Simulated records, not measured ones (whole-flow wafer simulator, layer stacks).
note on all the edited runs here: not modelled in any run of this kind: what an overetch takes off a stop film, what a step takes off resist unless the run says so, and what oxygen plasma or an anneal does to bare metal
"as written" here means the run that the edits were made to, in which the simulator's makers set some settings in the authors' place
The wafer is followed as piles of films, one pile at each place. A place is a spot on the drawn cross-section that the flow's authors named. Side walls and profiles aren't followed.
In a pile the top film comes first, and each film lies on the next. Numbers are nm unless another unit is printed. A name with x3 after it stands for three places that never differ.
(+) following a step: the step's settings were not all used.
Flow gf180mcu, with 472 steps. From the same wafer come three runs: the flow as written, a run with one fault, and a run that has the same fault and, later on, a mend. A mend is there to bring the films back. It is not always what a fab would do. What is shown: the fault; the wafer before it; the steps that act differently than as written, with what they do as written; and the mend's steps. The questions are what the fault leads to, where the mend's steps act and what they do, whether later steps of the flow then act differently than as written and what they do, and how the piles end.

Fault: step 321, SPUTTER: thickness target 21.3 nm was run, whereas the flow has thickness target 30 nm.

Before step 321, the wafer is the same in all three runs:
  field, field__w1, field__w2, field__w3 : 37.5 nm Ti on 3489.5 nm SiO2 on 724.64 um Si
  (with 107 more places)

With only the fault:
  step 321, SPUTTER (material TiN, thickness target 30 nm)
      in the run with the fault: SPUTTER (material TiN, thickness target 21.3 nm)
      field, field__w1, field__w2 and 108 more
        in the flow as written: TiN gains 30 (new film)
        in the run with the fault: TiN gains 21.3 (new film)
  Later steps of the flow acting differently than as written:
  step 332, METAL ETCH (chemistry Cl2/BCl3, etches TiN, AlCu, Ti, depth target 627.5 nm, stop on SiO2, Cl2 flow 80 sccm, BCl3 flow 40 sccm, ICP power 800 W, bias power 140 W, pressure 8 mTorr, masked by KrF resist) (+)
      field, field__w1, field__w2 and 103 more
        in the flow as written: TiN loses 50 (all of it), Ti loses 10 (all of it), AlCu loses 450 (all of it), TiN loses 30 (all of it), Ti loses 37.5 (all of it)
        in the run with the fault: TiN loses 50 (all of it), Ti loses 10 (all of it), AlCu loses 450 (all of it), TiN loses 21.3 (all of it), Ti loses 37.5 (all of it)
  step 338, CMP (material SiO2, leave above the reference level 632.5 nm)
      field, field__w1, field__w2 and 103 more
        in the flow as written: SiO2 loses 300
        in the run with the fault: SiO2 loses 308.7
  By the end, the piles at field__w8, contact, m1, m1__w1, m1_nw depart from the flow's by more than 2% or 0.5 nm, whichever is larger.
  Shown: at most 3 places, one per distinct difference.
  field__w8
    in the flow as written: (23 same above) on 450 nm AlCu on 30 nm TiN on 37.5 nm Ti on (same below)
    in the run with the fault: (23 same above) on 450 nm AlCu on 21.3 nm TiN on 37.5 nm Ti on (same below)
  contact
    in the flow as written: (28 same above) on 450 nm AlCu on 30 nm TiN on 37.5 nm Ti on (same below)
    in the run with the fault: (28 same above) on 450 nm AlCu on 21.3 nm TiN on 37.5 nm Ti on (same below)

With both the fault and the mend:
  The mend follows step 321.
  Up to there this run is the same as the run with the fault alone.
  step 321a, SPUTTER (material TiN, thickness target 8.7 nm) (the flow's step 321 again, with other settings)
      field, field__w1, field__w2 and 108 more
        TiN gains 8.7
  Later steps of the flow that are run all act as written at every place that is followed.
  By the end, the piles equal the flow's at every place that both follow.
